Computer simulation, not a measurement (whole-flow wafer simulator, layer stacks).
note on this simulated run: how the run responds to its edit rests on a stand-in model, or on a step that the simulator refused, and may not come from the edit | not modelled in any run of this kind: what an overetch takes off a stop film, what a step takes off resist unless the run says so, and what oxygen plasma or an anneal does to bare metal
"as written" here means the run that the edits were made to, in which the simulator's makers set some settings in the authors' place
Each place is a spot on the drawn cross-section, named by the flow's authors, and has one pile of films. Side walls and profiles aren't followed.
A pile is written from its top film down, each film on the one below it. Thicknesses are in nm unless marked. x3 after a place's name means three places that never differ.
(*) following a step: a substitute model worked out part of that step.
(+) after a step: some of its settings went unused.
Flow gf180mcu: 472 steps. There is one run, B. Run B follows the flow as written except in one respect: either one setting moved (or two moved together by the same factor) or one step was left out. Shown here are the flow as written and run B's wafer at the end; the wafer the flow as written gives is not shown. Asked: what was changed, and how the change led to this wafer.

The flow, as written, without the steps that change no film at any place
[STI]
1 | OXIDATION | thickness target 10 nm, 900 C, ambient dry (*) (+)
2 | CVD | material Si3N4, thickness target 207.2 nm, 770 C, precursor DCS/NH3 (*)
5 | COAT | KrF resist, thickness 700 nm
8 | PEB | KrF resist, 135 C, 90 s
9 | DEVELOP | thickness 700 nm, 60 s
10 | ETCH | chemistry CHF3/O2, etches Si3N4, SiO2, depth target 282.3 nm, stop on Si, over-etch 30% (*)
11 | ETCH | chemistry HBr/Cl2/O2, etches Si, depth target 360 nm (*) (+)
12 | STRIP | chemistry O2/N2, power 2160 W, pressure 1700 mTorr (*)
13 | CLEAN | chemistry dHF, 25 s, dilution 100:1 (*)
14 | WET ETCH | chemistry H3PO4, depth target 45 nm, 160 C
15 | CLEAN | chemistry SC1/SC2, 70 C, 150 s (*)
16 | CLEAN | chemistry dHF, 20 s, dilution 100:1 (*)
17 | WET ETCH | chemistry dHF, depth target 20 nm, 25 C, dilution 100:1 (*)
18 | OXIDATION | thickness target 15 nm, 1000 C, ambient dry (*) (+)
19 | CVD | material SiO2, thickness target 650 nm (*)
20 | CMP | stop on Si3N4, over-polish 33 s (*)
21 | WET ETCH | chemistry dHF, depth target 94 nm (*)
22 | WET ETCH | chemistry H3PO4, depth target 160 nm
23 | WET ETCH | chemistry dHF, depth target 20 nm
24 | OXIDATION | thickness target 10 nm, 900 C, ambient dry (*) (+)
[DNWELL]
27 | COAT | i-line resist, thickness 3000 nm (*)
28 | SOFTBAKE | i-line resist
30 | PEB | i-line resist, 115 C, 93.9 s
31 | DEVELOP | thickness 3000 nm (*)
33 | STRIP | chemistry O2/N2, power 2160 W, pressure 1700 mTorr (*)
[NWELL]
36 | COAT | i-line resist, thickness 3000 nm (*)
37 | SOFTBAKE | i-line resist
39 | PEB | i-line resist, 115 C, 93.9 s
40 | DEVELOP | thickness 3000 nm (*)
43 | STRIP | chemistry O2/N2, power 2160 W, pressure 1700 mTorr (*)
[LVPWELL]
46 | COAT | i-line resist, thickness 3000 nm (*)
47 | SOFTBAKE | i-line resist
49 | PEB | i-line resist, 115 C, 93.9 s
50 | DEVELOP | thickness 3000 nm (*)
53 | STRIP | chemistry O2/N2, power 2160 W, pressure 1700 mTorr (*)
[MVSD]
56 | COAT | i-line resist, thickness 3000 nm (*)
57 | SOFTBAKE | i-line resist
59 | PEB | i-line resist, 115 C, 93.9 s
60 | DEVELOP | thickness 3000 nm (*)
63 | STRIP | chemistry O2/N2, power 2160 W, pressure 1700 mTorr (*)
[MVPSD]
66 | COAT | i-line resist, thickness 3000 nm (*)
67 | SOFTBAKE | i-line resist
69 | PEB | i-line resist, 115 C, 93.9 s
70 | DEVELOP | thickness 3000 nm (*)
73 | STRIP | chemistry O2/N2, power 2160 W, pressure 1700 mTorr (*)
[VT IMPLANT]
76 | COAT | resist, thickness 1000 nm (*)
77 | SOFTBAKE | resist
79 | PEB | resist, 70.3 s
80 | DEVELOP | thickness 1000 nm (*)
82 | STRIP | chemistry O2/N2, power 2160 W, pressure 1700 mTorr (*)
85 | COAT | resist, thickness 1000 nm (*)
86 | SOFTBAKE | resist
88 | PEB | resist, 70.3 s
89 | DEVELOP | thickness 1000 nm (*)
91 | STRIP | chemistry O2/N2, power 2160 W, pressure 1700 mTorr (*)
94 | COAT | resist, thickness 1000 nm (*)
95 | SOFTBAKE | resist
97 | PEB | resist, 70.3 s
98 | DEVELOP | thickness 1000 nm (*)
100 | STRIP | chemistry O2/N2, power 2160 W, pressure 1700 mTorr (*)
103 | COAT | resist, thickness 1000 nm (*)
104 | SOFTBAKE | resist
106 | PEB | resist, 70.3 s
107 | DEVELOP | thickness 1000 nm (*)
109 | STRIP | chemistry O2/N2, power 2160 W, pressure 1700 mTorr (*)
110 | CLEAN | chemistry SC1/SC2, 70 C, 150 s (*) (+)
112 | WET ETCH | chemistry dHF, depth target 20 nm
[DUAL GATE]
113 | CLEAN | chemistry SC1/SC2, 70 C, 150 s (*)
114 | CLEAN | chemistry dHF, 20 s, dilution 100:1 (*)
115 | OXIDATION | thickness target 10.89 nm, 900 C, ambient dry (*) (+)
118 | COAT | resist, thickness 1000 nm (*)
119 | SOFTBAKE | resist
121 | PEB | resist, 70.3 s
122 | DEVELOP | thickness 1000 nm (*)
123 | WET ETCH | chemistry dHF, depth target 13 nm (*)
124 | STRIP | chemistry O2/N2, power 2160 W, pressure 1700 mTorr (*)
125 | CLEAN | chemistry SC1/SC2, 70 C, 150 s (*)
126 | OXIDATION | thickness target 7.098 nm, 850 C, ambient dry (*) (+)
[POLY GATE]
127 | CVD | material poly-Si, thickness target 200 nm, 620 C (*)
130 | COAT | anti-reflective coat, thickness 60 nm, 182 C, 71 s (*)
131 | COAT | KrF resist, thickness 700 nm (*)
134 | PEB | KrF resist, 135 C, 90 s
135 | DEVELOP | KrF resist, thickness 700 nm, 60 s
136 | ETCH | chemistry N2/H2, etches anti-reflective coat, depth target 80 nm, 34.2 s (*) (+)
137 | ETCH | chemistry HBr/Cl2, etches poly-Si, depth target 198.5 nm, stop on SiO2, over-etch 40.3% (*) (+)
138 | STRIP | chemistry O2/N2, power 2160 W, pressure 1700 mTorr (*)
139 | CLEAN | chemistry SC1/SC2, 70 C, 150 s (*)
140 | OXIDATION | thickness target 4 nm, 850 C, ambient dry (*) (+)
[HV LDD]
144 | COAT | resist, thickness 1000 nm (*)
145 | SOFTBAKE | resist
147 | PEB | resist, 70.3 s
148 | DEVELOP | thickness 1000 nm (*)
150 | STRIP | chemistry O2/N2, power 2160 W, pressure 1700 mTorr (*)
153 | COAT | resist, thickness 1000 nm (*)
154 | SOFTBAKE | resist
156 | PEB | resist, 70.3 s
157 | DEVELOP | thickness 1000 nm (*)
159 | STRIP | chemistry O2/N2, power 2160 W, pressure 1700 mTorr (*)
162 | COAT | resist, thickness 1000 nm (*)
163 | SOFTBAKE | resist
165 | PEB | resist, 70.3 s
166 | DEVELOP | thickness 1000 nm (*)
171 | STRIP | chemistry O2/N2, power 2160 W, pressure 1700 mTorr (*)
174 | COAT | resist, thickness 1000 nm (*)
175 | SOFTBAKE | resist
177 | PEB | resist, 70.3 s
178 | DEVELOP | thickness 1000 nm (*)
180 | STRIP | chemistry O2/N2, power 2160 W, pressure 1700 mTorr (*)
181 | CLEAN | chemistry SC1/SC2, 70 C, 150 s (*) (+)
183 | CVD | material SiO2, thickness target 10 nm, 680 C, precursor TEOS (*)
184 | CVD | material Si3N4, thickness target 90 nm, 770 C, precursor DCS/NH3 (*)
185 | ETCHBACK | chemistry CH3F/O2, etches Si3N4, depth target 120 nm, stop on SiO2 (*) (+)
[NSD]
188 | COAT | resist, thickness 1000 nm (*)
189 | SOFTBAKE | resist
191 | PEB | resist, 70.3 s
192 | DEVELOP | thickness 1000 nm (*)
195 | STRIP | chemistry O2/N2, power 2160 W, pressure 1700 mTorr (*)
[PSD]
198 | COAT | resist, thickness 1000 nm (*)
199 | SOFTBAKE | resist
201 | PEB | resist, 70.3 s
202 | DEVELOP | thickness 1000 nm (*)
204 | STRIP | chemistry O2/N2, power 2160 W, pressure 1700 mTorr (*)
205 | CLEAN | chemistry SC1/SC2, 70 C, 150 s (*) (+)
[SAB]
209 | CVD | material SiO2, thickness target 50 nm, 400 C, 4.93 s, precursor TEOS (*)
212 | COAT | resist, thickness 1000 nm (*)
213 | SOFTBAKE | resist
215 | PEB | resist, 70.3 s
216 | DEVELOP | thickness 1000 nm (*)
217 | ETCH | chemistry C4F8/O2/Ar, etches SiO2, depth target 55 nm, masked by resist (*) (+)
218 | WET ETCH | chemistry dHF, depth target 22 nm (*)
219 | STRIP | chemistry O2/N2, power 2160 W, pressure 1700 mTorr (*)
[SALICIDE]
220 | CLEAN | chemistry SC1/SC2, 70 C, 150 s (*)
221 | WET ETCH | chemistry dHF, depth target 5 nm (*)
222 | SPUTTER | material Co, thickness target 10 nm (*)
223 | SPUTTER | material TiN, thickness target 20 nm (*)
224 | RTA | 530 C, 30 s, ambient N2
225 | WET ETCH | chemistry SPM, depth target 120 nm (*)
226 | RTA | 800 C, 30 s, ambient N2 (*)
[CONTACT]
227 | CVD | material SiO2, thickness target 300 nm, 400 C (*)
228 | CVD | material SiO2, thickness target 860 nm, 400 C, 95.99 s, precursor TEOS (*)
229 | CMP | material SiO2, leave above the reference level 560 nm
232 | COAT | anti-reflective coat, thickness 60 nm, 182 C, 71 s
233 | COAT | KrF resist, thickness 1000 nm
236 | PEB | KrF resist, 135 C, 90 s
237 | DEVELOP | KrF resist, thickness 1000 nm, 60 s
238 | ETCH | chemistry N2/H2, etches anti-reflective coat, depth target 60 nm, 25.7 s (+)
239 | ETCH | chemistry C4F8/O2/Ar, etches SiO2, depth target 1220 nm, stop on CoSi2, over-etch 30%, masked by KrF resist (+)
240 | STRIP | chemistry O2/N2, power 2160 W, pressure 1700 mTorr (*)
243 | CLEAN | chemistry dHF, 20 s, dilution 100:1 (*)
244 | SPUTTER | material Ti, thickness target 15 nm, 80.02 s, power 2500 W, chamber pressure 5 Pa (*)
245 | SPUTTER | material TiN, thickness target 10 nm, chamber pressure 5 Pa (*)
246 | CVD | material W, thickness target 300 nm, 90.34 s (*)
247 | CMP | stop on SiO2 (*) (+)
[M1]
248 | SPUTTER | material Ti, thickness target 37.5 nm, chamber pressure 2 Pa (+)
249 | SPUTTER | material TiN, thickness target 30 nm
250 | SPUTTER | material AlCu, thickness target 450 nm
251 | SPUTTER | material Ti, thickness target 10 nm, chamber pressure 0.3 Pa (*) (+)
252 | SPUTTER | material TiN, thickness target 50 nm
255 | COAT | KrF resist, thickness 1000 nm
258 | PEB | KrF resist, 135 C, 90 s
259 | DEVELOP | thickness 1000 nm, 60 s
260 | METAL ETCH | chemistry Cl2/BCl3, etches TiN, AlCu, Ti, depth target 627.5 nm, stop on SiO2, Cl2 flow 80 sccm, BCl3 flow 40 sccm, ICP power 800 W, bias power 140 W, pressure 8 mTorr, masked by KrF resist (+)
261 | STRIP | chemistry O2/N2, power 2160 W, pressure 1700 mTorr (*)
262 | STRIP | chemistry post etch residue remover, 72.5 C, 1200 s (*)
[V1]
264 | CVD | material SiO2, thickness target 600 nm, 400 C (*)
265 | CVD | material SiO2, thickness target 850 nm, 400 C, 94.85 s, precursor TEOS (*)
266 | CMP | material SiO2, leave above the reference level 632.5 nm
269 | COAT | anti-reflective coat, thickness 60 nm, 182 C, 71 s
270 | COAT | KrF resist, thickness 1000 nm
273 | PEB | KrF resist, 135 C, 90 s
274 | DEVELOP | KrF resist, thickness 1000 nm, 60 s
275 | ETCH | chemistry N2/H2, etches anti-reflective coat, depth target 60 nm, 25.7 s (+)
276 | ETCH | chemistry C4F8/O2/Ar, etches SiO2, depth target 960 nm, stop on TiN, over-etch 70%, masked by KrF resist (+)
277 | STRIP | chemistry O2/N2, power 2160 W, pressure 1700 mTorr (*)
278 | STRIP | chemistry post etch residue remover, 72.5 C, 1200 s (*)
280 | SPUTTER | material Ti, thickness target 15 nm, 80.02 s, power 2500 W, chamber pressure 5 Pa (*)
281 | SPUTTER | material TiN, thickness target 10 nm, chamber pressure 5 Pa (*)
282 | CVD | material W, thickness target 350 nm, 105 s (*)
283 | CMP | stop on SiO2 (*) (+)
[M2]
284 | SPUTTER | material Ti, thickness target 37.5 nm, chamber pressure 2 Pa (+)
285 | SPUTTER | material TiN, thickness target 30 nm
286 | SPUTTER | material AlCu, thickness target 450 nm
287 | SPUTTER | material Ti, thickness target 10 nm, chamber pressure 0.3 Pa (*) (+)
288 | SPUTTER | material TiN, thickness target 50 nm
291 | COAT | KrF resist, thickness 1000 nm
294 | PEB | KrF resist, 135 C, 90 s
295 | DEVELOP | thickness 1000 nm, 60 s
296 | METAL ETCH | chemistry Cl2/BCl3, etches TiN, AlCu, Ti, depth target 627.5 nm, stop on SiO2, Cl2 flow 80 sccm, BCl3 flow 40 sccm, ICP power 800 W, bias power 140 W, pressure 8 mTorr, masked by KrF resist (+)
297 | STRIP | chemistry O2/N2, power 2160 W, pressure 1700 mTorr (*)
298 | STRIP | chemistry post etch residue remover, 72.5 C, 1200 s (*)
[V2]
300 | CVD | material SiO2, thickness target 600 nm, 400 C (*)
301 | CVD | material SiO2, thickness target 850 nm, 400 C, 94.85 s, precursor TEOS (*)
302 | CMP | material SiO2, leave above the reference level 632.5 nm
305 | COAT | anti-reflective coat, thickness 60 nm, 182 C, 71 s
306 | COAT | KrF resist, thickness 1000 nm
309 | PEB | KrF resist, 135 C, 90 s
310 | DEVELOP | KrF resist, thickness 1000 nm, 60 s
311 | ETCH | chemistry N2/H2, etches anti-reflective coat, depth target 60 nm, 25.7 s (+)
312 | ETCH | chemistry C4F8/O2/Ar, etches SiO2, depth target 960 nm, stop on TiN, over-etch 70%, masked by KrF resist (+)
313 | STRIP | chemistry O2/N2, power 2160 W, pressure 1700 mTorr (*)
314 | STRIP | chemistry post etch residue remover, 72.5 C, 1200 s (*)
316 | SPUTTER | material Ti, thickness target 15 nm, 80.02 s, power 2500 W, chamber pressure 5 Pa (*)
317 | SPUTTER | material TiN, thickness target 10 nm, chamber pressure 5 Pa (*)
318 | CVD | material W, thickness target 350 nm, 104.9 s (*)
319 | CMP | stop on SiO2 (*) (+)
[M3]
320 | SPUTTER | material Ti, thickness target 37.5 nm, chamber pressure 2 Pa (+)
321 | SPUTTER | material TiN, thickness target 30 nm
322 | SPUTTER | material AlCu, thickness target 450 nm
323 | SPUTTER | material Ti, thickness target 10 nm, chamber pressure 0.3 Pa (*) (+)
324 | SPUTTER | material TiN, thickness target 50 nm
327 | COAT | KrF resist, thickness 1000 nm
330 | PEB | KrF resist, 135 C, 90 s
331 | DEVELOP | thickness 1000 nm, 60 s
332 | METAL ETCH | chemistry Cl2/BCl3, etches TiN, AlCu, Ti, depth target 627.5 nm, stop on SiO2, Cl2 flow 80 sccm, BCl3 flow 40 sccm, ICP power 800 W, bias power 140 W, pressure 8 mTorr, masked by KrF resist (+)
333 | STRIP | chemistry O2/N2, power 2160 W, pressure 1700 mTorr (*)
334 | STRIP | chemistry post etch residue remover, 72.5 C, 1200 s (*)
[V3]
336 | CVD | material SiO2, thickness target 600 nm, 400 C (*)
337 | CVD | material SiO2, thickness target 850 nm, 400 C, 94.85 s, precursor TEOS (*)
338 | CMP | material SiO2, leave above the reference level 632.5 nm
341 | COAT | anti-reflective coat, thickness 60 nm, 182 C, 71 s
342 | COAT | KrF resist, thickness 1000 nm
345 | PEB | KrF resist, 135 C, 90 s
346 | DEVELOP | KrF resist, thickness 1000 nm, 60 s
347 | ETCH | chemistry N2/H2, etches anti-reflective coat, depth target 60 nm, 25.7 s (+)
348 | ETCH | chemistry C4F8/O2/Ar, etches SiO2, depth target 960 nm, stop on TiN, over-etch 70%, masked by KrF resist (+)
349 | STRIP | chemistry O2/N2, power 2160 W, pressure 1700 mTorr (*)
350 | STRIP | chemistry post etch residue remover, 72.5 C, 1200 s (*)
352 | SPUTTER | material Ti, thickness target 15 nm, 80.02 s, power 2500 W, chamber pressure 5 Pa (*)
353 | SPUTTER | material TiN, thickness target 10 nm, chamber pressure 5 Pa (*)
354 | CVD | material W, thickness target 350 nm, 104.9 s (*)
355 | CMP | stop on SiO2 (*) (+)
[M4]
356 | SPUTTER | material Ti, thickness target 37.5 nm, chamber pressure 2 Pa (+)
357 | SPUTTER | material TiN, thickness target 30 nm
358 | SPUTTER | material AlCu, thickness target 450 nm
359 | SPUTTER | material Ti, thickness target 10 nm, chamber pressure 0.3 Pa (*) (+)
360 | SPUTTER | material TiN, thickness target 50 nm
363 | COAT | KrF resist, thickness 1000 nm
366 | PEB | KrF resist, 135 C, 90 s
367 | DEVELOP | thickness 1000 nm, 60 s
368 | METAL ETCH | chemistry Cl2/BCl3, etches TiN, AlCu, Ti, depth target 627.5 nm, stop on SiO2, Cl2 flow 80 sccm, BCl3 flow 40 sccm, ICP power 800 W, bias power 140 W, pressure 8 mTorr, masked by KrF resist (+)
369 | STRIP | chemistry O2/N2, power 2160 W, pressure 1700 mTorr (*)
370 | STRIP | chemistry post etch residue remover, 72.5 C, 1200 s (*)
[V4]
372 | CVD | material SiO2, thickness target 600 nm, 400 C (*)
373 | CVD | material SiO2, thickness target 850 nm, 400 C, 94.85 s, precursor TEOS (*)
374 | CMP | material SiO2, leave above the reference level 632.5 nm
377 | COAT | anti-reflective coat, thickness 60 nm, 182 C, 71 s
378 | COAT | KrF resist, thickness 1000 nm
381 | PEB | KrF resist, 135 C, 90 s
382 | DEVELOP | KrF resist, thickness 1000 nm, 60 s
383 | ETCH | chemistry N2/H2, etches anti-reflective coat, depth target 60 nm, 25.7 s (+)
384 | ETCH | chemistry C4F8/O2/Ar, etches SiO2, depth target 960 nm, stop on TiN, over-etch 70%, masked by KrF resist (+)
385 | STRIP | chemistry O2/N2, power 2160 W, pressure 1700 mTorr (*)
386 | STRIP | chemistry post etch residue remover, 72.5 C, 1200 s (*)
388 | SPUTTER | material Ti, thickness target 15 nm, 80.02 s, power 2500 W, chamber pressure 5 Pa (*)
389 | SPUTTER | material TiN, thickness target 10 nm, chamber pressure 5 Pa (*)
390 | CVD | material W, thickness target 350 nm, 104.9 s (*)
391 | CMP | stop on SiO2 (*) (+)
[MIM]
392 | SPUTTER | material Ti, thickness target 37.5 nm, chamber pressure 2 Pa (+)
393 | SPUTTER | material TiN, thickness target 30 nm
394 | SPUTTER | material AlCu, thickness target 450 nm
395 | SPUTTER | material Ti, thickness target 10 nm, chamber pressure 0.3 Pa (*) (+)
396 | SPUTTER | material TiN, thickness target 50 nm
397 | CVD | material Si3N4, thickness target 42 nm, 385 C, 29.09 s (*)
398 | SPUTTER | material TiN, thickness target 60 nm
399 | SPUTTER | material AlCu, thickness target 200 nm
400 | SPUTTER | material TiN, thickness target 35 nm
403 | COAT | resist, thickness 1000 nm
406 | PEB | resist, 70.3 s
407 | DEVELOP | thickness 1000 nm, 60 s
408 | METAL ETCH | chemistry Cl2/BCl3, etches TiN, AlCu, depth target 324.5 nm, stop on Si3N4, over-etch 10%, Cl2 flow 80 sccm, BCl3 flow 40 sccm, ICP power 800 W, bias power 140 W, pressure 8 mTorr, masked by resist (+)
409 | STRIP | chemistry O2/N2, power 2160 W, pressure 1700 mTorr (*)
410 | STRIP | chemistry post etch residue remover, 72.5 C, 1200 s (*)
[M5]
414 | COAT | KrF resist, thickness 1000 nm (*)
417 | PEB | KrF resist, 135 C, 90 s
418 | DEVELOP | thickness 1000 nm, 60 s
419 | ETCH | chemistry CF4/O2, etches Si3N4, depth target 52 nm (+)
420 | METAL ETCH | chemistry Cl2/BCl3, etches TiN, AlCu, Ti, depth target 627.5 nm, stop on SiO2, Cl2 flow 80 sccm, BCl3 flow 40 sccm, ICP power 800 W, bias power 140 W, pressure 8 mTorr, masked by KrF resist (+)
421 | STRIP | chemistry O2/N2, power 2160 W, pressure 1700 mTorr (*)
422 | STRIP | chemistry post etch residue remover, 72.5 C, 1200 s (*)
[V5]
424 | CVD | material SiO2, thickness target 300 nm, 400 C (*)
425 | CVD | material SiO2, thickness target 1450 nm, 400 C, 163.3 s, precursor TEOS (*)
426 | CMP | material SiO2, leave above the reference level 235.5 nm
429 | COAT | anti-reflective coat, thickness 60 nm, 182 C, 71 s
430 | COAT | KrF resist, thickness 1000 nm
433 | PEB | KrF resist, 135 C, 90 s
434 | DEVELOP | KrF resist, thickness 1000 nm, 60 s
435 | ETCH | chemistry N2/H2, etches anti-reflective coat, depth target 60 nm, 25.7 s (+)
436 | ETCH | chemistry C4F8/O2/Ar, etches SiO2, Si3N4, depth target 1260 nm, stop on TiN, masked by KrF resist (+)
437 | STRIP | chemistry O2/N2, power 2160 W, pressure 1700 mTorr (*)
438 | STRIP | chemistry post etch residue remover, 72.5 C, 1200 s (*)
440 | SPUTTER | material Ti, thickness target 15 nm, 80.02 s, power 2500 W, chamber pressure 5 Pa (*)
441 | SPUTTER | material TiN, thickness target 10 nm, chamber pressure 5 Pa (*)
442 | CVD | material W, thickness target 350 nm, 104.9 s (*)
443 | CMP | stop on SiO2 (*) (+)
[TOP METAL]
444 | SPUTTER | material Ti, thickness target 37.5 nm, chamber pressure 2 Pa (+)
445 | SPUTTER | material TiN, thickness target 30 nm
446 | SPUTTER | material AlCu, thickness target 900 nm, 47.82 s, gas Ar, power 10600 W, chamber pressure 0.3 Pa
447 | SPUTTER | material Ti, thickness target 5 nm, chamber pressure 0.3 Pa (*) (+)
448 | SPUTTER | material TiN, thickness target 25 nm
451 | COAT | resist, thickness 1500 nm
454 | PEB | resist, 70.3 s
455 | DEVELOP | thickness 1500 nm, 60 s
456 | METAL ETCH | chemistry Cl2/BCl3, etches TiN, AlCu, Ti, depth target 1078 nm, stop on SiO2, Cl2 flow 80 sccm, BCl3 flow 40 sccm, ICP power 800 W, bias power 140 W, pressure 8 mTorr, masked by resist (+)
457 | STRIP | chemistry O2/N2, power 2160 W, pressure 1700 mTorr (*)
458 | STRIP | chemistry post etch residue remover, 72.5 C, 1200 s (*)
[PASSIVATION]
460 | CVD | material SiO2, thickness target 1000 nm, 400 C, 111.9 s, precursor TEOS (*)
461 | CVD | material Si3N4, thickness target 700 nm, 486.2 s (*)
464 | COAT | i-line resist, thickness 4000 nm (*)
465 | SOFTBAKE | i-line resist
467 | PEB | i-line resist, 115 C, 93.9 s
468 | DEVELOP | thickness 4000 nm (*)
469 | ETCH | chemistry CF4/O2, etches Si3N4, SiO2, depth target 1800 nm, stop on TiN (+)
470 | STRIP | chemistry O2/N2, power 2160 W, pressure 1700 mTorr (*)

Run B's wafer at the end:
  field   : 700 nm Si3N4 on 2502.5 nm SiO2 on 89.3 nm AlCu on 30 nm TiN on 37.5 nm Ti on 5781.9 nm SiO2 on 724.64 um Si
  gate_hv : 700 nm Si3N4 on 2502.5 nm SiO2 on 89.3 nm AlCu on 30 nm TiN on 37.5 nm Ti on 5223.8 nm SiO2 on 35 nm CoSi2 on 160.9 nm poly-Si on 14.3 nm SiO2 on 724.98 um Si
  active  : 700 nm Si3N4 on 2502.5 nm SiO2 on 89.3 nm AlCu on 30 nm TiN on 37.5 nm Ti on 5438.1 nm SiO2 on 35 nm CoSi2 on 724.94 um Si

The reason: step 394, SPUTTER: thickness target 664 nm was run, though the flow has thickness target 450 nm.

The path from the change to this, step by step:
  394 | SPUTTER | material AlCu, thickness target 450 nm
      field, field__w1, field__w2 and 108 more: AlCu gains 664 (new film) (as written it would have been: AlCu gains 450 (new film))
  420 | METAL ETCH | chemistry Cl2/BCl3, etches TiN, AlCu, Ti, depth target 627.5 nm, stop on SiO2, Cl2 flow 80 sccm, BCl3 flow 40 sccm, ICP power 800 W, bias power 140 W, pressure 8 mTorr, masked by KrF resist (+)
      field, field__w1, field__w2 and 101 more: TiN loses 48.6 (all of it), Ti loses 10 (all of it), AlCu loses 568.9 (as written it would have been: TiN loses 48.6 (all of it), Ti loses 10 (all of it), AlCu loses 450 (all of it), TiN loses 30 (all of it), Ti loses 37.5 (all of it))
  422 | STRIP | chemistry post etch residue remover, 72.5 C, 1200 s (*)
      field, field__w1, field__w2 and 101 more: AlCu loses 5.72 (as written it would have been: nothing)
  424 | CVD | material SiO2, thickness target 300 nm, 400 C (*)
      field, field__w1, field__w2 and 101 more: SiO2 gains 300 (new film) (as written it would have been: SiO2 gains 300)
  426 | CMP | material SiO2, leave above the reference level 235.5 nm
      field, field__w1, field__w5 and 92 more: SiO2 loses 243.7 (as written it would have been: SiO2 loses 300.8)
      field__w2, field__w3, field__w12 and 6 more: SiO2 loses 212.9 (as written it would have been: SiO2 loses 272.7)
If metal films that touch count as one body, field has 1 body; the flow as written gives 0 bodies.
If metal films that touch count as one body, gate_hv has 2 bodies (between them, from the top down: SiO2 5223.8); the flow as written gives 1 body.
If metal films that touch count as one body, active has 2 bodies (between them, from the top down: SiO2 5438.1); the flow as written gives 1 body.
